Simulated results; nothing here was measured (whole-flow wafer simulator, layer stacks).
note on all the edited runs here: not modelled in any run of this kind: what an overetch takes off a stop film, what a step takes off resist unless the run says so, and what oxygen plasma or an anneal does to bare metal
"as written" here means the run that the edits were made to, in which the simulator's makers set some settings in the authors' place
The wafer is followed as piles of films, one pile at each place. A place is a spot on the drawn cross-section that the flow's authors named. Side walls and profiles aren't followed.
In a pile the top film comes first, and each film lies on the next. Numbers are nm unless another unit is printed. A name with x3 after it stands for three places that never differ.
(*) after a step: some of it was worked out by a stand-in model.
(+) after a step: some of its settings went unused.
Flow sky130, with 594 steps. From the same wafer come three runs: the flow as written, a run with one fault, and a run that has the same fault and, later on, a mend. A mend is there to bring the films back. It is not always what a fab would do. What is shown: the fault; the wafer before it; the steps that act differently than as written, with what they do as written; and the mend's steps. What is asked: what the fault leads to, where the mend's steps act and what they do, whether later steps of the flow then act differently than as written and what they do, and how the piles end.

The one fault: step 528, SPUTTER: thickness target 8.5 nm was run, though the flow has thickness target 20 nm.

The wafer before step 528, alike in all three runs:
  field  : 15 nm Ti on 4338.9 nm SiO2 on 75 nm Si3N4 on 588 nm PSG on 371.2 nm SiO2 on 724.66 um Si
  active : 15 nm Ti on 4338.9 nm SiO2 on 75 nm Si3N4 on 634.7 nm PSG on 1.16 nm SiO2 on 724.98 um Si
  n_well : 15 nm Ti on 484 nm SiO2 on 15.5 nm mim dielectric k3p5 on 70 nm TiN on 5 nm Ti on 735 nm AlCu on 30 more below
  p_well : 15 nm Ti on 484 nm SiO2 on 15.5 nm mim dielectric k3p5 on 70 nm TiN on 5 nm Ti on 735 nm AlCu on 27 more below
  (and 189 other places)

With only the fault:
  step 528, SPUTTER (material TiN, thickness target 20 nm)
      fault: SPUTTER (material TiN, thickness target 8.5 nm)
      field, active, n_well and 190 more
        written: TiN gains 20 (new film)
        fault: TiN gains 8.5 (new film)
  Later steps of the flow acting differently than as written (17 more steps, not shown, differ only slightly: by at most 2% or 0.5 nm, whichever is larger):
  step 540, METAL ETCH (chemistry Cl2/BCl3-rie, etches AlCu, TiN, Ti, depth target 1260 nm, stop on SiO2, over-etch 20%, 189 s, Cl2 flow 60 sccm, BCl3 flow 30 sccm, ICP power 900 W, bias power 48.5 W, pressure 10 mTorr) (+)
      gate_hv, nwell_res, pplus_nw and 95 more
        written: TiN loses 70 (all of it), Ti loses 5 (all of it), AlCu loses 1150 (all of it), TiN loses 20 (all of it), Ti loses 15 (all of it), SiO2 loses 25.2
        fault: TiN loses 70 (all of it), Ti loses 5 (all of it), AlCu loses 1150 (all of it), TiN loses 8.5 (all of it), Ti loses 15 (all of it), SiO2 loses 26.4
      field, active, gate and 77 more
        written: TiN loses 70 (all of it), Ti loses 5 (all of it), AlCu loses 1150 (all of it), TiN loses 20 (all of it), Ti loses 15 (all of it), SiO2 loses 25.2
        fault: TiN loses 70 (all of it), Ti loses 5 (all of it), AlCu loses 1150 (all of it), TiN loses 8.5 (all of it), Ti loses 15 (all of it), SiO2 loses 26.3
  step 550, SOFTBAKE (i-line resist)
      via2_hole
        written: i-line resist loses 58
        fault: i-line resist loses 56.8
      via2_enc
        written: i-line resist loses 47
        fault: i-line resist loses 46
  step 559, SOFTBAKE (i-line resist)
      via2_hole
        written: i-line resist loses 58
        fault: i-line resist loses 56.8
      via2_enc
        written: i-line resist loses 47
        fault: i-line resist loses 46
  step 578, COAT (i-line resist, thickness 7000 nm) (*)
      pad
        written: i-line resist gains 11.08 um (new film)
        fault: i-line resist gains 11.09 um (new film)
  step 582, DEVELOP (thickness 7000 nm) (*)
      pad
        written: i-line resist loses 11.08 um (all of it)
        fault: i-line resist loses 11.09 um (all of it)
  At n_well, p_well, sd_n and 12 more, the piles at the end differ from the flow's by more than 2% or 0.5 nm, whichever is larger.
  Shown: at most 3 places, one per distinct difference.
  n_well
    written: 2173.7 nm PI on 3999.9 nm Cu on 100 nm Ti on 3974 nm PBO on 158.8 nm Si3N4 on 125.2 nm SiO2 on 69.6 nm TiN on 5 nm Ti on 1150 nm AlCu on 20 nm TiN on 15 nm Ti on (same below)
    fault: 2175 nm PI on 3999.9 nm Cu on 100 nm Ti on 3982.3 nm PBO on 158.8 nm Si3N4 on 125.2 nm SiO2 on 69.6 nm TiN on 5 nm Ti on 1150 nm AlCu on 8.5 nm TiN on 15 nm Ti on (same below)
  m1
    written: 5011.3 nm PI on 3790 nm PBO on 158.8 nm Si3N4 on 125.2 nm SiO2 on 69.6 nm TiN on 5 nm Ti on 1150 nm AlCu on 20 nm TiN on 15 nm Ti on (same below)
    fault: 5011.9 nm PI on 3799.6 nm PBO on 158.8 nm Si3N4 on 125.2 nm SiO2 on 69.6 nm TiN on 5 nm Ti on 1150 nm AlCu on 8.5 nm TiN on 15 nm Ti on (same below)
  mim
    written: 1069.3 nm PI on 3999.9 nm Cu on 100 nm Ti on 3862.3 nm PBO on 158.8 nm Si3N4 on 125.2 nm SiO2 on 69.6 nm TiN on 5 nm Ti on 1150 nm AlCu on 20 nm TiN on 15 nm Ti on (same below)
    fault: 1070.4 nm PI on 3999.9 nm Cu on 100 nm Ti on 3871.1 nm PBO on 158.8 nm Si3N4 on 125.2 nm SiO2 on 69.6 nm TiN on 5 nm Ti on 1150 nm AlCu on 8.5 nm TiN on 15 nm Ti on (same below)

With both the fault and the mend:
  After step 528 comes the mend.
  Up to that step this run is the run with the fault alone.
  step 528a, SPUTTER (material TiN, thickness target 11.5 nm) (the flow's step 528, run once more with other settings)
      field, active, n_well and 190 more
        TiN gains 11.5
  None of the later steps of the flow acts differently than as written at any place that is followed.
  At every place that both follow, the piles at the end match the flow's.
